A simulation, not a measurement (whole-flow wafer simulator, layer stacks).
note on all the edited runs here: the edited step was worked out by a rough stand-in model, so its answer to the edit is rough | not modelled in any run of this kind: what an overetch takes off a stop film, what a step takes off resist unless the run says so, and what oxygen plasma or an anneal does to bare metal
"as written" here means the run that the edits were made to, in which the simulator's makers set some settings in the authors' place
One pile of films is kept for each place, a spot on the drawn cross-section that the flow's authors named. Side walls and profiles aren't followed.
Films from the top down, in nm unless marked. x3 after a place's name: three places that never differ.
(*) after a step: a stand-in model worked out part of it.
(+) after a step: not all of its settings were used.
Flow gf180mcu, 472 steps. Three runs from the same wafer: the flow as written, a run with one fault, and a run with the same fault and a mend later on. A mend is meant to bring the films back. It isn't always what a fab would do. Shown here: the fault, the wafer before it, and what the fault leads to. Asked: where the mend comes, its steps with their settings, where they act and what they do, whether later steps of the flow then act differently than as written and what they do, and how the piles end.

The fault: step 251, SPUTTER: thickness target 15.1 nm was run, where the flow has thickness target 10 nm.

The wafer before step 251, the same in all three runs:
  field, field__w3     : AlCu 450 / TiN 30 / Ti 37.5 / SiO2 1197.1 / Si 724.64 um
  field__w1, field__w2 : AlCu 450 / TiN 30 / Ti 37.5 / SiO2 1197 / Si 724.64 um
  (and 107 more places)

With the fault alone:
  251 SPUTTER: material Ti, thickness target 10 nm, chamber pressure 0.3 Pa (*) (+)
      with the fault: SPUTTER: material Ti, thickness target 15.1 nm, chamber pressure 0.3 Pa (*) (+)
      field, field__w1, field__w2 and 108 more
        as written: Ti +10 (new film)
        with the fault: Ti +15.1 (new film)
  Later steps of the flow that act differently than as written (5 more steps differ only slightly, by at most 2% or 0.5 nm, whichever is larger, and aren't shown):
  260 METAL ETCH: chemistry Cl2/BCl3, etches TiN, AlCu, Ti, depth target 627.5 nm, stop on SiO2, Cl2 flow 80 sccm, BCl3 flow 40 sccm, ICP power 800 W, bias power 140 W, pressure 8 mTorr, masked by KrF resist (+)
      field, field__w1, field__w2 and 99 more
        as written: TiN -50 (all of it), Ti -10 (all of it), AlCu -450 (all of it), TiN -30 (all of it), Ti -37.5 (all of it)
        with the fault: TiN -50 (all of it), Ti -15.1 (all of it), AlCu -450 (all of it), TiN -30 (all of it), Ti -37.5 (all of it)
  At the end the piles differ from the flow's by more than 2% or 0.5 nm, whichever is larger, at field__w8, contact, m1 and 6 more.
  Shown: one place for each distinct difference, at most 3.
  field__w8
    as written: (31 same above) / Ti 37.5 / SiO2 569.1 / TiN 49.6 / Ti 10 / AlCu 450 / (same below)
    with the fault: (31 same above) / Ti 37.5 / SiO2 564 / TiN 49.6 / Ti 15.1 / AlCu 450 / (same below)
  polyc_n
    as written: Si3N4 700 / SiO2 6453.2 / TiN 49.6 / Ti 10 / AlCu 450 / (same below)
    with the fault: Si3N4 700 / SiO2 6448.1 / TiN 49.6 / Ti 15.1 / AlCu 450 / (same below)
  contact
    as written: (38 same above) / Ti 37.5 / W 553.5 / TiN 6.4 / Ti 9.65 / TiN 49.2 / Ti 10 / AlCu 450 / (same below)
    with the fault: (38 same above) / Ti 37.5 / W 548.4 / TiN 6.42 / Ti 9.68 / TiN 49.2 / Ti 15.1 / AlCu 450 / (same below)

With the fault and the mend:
  The mend comes after step 251.
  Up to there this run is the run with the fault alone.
  251a METAL ETCH: chemistry Cl2/BCl3, etches TiN, AlCu, Ti, depth target 5.1 nm, Cl2 flow 80 sccm, BCl3 flow 40 sccm, ICP power 800 W, bias power 140 W, pressure 8 mTorr
      field, field__w1, field__w2 and 108 more
        Ti -5.1
  No later step of the flow acts differently than as written at any place that is followed.
  At the end the piles are the same as the flow's at every place that both follow.
